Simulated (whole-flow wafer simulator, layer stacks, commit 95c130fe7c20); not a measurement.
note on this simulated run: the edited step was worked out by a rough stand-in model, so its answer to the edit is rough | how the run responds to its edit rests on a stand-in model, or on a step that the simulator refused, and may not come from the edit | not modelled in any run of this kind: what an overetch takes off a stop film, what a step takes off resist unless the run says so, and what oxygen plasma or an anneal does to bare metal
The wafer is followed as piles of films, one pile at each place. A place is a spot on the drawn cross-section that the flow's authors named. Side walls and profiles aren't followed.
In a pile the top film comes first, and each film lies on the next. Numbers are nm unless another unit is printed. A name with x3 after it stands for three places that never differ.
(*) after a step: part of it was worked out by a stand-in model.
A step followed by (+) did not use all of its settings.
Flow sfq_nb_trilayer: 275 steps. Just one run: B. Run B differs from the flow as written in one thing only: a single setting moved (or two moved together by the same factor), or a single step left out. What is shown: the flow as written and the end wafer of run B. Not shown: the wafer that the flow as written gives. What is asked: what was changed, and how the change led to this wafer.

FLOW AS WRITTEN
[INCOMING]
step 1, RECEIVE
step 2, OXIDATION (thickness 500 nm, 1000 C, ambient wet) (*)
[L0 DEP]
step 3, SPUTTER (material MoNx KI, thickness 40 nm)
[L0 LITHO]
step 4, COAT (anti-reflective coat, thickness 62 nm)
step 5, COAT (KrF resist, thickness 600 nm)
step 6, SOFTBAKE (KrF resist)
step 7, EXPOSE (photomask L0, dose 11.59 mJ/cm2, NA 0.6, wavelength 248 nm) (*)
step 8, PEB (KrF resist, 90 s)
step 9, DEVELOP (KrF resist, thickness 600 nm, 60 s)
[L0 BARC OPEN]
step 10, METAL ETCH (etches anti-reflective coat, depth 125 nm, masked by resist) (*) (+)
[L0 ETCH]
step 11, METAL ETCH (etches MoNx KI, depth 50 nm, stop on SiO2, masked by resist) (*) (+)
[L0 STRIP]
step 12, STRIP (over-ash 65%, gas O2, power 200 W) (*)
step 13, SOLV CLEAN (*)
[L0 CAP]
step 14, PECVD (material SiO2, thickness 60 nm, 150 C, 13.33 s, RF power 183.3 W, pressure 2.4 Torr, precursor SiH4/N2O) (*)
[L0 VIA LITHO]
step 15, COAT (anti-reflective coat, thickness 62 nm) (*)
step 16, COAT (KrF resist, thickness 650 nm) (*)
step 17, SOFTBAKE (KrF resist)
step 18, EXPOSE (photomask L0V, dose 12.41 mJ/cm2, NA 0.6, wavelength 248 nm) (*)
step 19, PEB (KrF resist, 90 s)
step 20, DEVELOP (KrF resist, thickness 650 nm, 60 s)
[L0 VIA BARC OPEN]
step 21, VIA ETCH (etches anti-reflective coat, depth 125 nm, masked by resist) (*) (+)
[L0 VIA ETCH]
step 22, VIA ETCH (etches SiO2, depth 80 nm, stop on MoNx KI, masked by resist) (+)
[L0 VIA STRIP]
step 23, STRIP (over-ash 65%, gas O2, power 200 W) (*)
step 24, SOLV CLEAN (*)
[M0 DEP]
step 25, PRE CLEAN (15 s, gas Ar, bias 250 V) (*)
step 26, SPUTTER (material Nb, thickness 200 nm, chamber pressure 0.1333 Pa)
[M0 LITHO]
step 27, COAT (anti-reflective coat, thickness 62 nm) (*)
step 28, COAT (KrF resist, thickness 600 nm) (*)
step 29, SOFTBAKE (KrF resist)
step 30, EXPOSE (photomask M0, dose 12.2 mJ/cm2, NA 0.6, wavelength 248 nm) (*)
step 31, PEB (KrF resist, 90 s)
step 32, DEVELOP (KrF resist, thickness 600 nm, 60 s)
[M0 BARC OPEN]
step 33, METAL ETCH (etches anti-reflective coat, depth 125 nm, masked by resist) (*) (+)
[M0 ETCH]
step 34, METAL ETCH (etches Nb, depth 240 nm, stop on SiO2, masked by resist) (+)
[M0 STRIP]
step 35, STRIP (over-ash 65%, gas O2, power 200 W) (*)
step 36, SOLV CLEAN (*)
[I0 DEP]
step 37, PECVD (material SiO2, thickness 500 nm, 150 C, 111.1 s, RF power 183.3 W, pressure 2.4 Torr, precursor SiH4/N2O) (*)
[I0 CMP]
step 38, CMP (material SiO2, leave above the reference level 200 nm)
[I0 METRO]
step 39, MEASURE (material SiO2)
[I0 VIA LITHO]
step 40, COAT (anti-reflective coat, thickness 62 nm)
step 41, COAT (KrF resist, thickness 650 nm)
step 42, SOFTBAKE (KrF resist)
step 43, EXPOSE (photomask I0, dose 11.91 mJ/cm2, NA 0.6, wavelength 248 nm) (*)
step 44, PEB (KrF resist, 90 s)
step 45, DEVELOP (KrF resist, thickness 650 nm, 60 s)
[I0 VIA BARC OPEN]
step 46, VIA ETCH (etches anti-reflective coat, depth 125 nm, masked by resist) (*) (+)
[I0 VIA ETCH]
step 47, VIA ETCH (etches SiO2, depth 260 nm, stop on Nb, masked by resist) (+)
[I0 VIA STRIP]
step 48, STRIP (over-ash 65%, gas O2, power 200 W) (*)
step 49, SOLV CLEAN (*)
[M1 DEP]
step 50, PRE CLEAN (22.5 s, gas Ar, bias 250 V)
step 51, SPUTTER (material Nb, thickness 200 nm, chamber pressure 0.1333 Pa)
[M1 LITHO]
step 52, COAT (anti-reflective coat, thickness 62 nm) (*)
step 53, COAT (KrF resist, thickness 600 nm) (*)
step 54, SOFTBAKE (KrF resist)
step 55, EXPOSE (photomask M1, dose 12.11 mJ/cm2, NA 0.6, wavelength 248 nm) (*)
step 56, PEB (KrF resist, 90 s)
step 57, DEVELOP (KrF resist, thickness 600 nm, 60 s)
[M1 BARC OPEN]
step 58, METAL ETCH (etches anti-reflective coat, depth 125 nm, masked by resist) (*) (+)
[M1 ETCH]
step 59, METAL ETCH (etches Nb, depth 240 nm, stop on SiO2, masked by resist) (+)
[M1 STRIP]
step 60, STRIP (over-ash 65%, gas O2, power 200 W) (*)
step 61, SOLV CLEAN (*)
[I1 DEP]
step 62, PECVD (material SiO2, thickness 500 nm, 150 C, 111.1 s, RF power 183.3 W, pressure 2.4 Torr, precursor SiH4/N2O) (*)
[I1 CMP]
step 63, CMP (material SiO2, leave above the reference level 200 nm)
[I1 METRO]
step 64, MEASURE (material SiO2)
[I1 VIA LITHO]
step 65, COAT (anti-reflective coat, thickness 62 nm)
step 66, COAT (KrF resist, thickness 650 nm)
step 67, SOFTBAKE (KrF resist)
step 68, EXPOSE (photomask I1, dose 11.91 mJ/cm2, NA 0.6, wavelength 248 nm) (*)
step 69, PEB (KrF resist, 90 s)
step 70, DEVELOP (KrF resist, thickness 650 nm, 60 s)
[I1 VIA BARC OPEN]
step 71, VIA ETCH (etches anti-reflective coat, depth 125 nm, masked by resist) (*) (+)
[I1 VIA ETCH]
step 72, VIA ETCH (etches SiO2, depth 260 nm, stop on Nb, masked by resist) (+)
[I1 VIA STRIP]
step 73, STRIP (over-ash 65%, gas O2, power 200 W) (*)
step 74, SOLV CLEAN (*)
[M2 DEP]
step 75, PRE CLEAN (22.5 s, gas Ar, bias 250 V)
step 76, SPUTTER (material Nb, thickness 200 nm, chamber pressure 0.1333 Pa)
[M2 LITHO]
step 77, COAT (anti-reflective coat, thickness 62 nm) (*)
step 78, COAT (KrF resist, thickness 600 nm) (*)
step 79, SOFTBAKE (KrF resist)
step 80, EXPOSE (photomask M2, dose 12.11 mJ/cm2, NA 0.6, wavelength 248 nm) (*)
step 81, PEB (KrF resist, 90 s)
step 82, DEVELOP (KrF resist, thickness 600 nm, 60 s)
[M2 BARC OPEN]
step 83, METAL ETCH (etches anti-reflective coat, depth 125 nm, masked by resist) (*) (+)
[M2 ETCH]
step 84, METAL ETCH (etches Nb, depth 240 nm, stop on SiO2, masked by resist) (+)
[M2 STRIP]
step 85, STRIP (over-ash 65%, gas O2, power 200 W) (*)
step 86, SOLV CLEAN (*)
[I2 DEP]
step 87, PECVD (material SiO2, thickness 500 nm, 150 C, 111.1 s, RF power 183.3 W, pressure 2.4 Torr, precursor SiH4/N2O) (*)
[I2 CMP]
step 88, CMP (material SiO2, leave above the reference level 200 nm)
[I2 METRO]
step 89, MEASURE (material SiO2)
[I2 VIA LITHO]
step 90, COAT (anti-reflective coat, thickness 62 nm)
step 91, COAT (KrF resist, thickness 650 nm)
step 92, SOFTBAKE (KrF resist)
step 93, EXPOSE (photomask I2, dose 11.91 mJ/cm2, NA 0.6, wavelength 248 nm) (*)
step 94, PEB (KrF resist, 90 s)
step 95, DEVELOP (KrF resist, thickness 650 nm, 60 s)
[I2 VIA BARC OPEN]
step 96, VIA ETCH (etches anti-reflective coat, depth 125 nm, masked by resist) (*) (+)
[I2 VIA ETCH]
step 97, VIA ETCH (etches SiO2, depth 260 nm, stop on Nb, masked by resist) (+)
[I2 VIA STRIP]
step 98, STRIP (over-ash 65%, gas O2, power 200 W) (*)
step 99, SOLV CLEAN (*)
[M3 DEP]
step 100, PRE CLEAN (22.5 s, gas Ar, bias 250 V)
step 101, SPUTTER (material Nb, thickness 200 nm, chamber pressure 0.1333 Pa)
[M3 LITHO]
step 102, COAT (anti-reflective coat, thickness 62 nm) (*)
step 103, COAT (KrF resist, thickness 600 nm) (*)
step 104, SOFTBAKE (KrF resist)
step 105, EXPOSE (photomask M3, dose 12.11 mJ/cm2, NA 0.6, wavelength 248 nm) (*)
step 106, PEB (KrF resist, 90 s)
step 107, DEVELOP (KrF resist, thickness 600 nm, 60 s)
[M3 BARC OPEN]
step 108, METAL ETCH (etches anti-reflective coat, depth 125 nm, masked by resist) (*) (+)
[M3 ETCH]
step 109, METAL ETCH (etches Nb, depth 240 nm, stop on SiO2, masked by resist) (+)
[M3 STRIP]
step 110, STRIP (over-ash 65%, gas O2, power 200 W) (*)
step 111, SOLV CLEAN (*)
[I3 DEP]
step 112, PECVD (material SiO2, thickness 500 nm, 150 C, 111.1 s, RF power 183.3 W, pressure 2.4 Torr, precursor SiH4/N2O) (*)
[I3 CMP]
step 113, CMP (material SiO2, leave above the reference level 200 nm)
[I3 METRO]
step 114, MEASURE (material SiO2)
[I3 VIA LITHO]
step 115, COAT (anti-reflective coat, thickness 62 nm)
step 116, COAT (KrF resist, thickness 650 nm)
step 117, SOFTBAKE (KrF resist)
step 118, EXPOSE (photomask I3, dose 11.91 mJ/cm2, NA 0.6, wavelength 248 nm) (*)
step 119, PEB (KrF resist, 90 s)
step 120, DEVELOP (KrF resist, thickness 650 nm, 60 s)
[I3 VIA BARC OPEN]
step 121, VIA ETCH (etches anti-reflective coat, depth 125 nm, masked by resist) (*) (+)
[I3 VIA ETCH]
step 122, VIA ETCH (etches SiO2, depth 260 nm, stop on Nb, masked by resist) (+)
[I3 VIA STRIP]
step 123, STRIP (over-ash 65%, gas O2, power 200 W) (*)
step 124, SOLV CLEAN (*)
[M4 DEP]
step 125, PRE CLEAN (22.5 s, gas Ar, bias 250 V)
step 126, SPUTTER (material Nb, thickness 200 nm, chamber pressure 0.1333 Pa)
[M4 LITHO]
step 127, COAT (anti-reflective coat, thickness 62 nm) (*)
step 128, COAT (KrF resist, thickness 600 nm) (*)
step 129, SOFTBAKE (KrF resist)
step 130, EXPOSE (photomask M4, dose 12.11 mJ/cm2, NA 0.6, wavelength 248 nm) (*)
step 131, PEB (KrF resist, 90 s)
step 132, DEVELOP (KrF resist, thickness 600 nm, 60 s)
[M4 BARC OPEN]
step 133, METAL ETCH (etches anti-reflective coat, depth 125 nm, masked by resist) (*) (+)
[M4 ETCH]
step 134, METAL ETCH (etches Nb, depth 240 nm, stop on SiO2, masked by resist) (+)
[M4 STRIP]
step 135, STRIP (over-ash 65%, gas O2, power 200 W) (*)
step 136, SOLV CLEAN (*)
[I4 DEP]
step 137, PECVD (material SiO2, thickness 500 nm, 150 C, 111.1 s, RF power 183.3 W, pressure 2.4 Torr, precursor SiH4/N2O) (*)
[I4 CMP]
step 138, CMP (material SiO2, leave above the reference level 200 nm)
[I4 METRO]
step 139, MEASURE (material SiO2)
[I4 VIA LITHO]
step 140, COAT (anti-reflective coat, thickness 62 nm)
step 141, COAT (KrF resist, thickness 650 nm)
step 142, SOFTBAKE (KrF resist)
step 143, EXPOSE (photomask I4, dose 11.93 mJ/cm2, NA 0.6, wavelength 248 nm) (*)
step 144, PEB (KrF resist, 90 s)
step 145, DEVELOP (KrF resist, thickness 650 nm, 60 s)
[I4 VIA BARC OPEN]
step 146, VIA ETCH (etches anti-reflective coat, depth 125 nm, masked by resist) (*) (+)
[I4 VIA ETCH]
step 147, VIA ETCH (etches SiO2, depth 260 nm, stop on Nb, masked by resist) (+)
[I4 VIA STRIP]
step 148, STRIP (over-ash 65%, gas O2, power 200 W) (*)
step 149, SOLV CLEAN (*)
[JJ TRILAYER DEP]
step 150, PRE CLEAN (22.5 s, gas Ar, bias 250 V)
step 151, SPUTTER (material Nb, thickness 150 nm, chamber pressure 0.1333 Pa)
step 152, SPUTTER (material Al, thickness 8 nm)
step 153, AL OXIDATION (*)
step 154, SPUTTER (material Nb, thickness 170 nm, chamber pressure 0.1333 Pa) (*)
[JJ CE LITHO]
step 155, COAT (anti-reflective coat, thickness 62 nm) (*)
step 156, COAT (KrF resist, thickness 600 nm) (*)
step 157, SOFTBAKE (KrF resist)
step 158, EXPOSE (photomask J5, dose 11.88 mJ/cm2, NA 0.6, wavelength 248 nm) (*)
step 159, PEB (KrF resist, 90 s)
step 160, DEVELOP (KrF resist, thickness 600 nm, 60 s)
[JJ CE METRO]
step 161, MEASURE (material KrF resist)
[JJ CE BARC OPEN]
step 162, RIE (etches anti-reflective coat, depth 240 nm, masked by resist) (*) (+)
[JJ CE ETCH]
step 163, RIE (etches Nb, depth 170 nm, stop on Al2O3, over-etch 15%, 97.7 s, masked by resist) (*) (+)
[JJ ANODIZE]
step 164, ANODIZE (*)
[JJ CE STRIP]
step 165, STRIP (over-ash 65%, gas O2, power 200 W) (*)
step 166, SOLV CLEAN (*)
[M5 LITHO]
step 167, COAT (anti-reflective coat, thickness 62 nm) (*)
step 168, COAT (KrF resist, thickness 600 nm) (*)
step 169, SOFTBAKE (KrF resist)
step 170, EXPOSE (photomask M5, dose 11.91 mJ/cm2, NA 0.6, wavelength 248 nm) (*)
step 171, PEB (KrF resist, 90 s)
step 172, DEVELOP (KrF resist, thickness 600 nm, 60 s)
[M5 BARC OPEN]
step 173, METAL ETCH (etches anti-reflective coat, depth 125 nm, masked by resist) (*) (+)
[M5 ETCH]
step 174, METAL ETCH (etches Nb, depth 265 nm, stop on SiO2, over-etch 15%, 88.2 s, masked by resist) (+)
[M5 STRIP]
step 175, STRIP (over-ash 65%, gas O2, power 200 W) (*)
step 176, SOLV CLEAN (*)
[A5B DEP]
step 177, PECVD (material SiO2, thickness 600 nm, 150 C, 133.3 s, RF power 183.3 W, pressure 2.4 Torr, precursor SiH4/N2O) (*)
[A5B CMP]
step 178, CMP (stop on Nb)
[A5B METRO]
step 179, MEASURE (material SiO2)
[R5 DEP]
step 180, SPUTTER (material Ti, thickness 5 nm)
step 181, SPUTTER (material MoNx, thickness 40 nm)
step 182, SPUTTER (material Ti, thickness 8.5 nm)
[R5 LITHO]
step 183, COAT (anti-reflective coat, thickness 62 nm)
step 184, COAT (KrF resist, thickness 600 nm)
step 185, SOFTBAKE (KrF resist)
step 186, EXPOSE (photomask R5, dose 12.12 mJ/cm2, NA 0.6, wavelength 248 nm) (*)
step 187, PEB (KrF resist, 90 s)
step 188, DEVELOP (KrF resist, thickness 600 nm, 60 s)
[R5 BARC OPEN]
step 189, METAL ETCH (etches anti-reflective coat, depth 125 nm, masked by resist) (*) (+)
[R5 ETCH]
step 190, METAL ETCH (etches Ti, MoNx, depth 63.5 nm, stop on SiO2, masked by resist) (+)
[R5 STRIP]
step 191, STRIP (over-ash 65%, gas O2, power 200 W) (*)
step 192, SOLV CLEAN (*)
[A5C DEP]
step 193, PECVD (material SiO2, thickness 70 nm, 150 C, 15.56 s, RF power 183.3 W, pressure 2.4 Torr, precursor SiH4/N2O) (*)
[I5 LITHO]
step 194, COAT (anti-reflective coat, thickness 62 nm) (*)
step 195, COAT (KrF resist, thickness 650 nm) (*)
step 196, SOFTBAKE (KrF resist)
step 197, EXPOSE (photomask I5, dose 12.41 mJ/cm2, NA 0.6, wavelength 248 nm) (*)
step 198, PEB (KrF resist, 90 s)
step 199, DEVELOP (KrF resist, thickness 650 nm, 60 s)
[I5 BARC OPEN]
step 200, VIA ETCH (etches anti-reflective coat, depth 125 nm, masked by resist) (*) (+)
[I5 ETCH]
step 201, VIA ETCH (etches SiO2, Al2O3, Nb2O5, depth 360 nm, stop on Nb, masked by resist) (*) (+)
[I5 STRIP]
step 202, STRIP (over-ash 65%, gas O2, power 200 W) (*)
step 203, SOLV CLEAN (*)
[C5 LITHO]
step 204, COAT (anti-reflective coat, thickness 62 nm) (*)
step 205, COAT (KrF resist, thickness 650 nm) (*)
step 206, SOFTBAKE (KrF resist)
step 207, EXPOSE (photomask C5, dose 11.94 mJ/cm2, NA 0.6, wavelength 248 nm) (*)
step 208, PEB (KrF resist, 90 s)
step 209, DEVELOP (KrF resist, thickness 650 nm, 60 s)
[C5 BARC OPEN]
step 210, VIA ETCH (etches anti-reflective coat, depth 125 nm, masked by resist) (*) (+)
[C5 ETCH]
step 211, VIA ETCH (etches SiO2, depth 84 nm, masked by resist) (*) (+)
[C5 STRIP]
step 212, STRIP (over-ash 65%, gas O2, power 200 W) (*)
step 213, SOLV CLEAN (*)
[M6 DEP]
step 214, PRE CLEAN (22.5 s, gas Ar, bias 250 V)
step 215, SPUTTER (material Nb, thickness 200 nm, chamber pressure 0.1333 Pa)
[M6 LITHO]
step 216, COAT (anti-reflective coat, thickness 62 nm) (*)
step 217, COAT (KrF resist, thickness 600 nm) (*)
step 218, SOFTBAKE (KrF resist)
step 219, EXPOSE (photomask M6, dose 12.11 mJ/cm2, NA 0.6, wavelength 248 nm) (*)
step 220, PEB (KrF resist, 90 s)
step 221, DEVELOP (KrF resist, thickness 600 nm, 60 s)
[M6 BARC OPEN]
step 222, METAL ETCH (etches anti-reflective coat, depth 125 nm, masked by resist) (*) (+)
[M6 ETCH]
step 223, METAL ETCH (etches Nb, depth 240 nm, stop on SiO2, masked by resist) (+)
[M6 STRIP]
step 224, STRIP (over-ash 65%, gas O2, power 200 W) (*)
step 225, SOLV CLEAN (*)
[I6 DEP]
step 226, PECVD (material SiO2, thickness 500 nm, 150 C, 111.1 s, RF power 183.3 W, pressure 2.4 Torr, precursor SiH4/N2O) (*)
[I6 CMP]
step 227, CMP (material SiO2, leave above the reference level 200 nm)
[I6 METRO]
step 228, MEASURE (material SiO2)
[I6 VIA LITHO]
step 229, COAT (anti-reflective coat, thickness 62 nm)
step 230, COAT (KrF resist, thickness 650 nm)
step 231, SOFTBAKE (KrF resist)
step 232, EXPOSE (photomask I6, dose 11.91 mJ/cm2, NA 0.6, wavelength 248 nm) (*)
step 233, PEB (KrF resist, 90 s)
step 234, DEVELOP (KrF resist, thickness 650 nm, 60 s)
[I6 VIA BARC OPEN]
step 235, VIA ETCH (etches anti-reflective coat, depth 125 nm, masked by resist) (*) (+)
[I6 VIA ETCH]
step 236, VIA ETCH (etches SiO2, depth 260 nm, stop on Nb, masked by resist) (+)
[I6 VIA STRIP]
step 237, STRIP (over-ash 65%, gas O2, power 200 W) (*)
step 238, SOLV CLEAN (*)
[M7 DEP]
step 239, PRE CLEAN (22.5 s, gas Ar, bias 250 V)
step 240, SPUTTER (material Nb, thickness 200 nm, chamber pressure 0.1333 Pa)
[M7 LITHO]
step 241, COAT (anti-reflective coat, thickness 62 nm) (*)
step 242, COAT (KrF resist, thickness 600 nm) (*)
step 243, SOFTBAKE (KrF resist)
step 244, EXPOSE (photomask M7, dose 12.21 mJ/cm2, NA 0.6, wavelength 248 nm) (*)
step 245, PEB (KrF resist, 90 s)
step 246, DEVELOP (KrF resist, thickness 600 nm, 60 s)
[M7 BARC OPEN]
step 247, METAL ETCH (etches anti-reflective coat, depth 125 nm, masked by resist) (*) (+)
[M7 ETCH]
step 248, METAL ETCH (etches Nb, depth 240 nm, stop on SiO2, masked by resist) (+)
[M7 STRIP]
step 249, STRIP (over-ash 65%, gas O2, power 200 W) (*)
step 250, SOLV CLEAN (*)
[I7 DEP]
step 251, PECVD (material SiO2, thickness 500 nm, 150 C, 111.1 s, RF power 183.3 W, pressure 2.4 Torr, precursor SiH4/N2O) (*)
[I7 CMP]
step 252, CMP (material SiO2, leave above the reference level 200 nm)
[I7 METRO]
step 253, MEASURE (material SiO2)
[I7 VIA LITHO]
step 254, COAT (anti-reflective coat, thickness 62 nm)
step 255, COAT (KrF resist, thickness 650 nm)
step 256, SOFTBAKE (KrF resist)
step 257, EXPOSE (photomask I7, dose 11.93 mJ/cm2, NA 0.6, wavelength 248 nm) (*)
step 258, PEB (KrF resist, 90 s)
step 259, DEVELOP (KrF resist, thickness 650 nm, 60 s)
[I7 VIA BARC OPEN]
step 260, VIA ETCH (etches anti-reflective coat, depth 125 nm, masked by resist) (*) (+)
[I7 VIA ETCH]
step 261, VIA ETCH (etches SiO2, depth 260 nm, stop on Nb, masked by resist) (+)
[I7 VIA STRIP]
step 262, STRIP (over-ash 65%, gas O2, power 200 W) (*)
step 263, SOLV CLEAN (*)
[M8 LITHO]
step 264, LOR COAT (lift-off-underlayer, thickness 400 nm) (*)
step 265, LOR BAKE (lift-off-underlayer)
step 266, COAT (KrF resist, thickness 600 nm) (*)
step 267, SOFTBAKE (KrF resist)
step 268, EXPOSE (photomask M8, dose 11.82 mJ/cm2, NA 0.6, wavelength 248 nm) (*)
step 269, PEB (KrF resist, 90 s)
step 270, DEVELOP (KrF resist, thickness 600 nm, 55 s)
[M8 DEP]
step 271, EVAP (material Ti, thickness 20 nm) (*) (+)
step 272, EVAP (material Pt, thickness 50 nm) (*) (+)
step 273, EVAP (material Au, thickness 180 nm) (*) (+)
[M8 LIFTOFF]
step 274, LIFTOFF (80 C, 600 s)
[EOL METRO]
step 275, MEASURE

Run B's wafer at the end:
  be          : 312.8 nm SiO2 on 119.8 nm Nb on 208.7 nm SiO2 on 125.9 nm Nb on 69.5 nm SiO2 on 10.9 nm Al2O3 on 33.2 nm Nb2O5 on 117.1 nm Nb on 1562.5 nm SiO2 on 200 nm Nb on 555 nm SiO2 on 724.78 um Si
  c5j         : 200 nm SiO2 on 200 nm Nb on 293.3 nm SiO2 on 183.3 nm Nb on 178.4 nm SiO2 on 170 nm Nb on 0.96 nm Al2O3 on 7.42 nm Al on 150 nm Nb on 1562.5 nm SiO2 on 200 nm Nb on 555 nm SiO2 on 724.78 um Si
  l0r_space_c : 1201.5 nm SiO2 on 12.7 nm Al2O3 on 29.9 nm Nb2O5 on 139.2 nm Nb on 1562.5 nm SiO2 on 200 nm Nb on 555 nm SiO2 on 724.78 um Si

What caused this: step 137, PECVD: thickness 200 nm was run, while the flow as written has thickness 500 nm; step 137, PECVD: 44.44 s was run, where the flow has 111.1 s.

The path from the change to this, step by step:
  step 137, PECVD (material SiO2, thickness 500 nm, 150 C, 111.1 s, RF power 183.3 W, pressure 2.4 Torr, precursor SiH4/N2O) (*)
      field_l, be, be_sur and 55 more: SiO2 gains 200 (it would be, as written: SiO2 gains 500)
      v_sur, via_wl, via_w and 35 more: SiO2 gains 200 (new film) (it would be, as written: SiO2 gains 500 (new film))
      (as well as at 10 more places)
  step 138, CMP (material SiO2, leave above the reference level 200 nm)
      field_l, be, be_sur and 55 more: nothing (it would be, as written: SiO2 loses 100)
      v_sur, via_wl, via_w and 35 more: nothing (it would be, as written: SiO2 loses 300)
      (as well as at 10 more places)
  step 140, COAT (anti-reflective coat, thickness 62 nm)
      m0r_space_l, m0r_space_r, m6r_space_l, m6r_space_r, m7r_space_l, m7r_space_r: anti-reflective coat gains 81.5 (new film) (it would be, as written: anti-reflective coat gains 62 (new film))
      ce_l, ce_r, sp_r, res: anti-reflective coat gains 65 (new film) (it would be, as written: anti-reflective coat gains 62 (new film))
      (as well as at 78 more places)
  step 141, COAT (KrF resist, thickness 650 nm)
      m0r_space_l, m0r_space_r, m5r_space_l, m5r_space_r, m6r_space_l, m6r_space_r, m7r_space_l, m7r_space_r: KrF resist gains 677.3 (new film) (it would be, as written: KrF resist gains 650 (new film))
      m0r_line_l, m0r_line_r, m6r_line_l, m6r_line_r, m7r_line_l, m7r_line_r: KrF resist gains 687.3 (new film) (it would be, as written: KrF resist gains 650 (new film))
      (as well as at 74 more places)
  step 145, DEVELOP (KrF resist, thickness 650 nm, 60 s)
      via_wl: KrF resist loses 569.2 (all of it) (it would be, as written: KrF resist loses 648.6 (all of it))
      via_w: KrF resist loses 579.1 (all of it) (it would be, as written: KrF resist loses 648.6 (all of it))
      (as well as at 1 more place)
  step 146, VIA ETCH (etches anti-reflective coat, depth 125 nm, masked by resist) (*) (+)
      field_l, v_sur, via_sp and 100 more: KrF resist loses 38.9 (it would be, as written: KrF resist loses 51.7)
      via_wl: anti-reflective coat loses 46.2 (all of it), SiO2 loses 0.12 (it would be, as written: anti-reflective coat loses 62 (all of it), SiO2 loses 0.16)
      (as well as at 2 more places)
  step 148, STRIP (over-ash 65%, gas O2, power 200 W) (*)
      p4_fl, p4_fm, p4_w1, p4_g1, p4_w2, p4_g2, p4_w3, p4_fr: KrF resist loses 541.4 (all of it), anti-reflective coat loses 62 (all of it) (it would be, as written: KrF resist loses 528.6 (all of it), anti-reflective coat loses 62 (all of it))
      m0r_line_l, m0r_line_r, m6r_line_l, m6r_line_r, m7r_line_l, m7r_line_r: KrF resist loses 578.6 (all of it), anti-reflective coat loses 61.5 (all of it) (it would be, as written: KrF resist loses 528.6 (all of it), anti-reflective coat loses 62 (all of it))
      (as well as at 89 more places)
  step 151, SPUTTER (material Nb, thickness 150 nm, chamber pressure 0.1333 Pa)
      lsp_r, l0_sur, l0v: Nb gains 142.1 (new film) (it would be, as written: Nb gains 150 (new film))
      be, lsp_l: Nb gains 129.1 (new film) (it would be, as written: Nb gains 150 (new film))
      (as well as at 1 more place)
  step 152, SPUTTER (material Al, thickness 8 nm)
      be, lsp_l: Al gains 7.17 (new film) (it would be, as written: Al gains 8 (new film))
      via_v: Al gains 5.81 (new film) (it would be, as written: Al gains 8 (new film))
  step 154, SPUTTER (material Nb, thickness 170 nm, chamber pressure 0.1333 Pa) (*)
      lsp_r, l0_sur, l0v: Nb gains 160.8 (new film) (it would be, as written: Nb gains 170 (new film))
      be, lsp_l: Nb gains 151 (new film) (it would be, as written: Nb gains 170 (new film))
      (as well as at 1 more place)
  step 155, COAT (anti-reflective coat, thickness 62 nm) (*)
      p3_s0, p3_s1, p3_s3: anti-reflective coat gains 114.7 (new film) (it would be, as written: anti-reflective coat gains 62 (new film))
      wl_a_sr, wl_b_sl, wl_b_m5: anti-reflective coat gains 57.3 (new film) (it would be, as written: anti-reflective coat gains 62 (new film))
      (as well as at 91 more places)
  step 156, COAT (KrF resist, thickness 600 nm) (*)
      m0r_line_l, m6r_line_l, m7r_line_l: KrF resist gains 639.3 (new film) (it would be, as written: KrF resist gains 600 (new film))
      m0r_space_l, m6r_space_l, m7r_space_l: KrF resist gains 625.5 (new film) (it would be, as written: KrF resist gains 600 (new film))
      (as well as at 80 more places)
  step 160, DEVELOP (KrF resist, thickness 600 nm, 60 s)
      m0r_line_l, m6r_line_l, m7r_line_l: KrF resist loses 638 (all of it) (it would be, as written: KrF resist loses 598.7 (all of it))
      m0r_space_l, m6r_space_l, m7r_space_l: KrF resist loses 624.2 (all of it) (it would be, as written: KrF resist loses 598.7 (all of it))
      (as well as at 79 more places)
  step 162, RIE (etches anti-reflective coat, depth 240 nm, masked by resist) (*) (+)
      ce_l, c5j, ce_r, wl_jj: KrF resist loses 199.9 (it would be, as written: KrF resist loses 209.4)
      p3_s0, p3_s1, p3_s3: anti-reflective coat loses 114.7 (all of it) (it would be, as written: anti-reflective coat loses 62 (all of it))
      (as well as at 90 more places)
  step 163, RIE (etches Nb, depth 170 nm, stop on Al2O3, over-etch 15%, 97.7 s, masked by resist) (*) (+)
      lsp_r, l0_sur, l0v: Nb loses 160.8 (all of it), Al2O3 loses 0.96 (all of it) (it would be, as written: Nb loses 170 (all of it), Al2O3 loses 0.51)
      be, lsp_l: Nb loses 151 (all of it), Al2O3 loses 0.96 (all of it) (it would be, as written: Nb loses 170 (all of it), Al2O3 loses 0.51)
      (as well as at 1 more place)
  step 164, ANODIZE (*)
      lsp_r, l0_sur, l0v: Al2O3 gains 11.4 (new film), Nb2O5 gains 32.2 (new film), Al loses 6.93 (all of it), Nb loses 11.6 (it would be, as written: Al2O3 gains 12.2, Nb2O5 gains 29.9 (new film), Al loses 7.42 (all of it), Nb loses 10.8)
      be, lsp_l: Al2O3 gains 10.9 (new film), Nb2O5 gains 33.2 (new film), Al loses 6.59 (all of it), Nb loses 11.9 (it would be, as written: Al2O3 gains 12.2, Nb2O5 gains 29.9 (new film), Al loses 7.42 (all of it), Nb loses 10.8)
      (as well as at 1 more place)
  ... 46 further steps ...
  step 274, LIFTOFF (80 C, 600 s)
      be: Au loses 180 (all of it), Pt loses 50 (all of it), Ti loses 20 (all of it), KrF resist loses 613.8 (all of it), lift-off-underlayer loses 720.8 (all of it) (it would be, as written: Au loses 180 (all of it), Pt loses 50 (all of it), Ti loses 20 (all of it), KrF resist loses 572.1 (all of it), lift-off-underlayer loses 398.5 (all of it))
      be_sur: Au loses 180 (all of it), Pt loses 50 (all of it), Ti loses 20 (all of it), KrF resist loses 587.3 (all of it), lift-off-underlayer loses 366.3 (all of it) (it would be, as written: Au loses 180 (all of it), Pt loses 50 (all of it), Ti loses 20 (all of it), KrF resist loses 572.6 (all of it), lift-off-underlayer loses 398.9 (all of it))
      (as well as at 1 more place)
With metal films that touch counted as one body, be has 4 bodies (between them, from the top down: SiO2 208.7; SiO2 69.5 / Al2O3 10.9 / Nb2O5 33.2; SiO2 1562.5); the flow as written gives 3 bodies (between them, from the top down: SiO2 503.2; SiO2 1762.5).
With metal films that touch counted as one body, c5j has 5 bodies (between them, from the top down: SiO2 293.3; SiO2 178.4; Al2O3 0.96; SiO2 1562.5); the flow as written gives 4 bodies (between them, from the top down: SiO2 284.2; Al2O3 0.96; SiO2 1762.5).
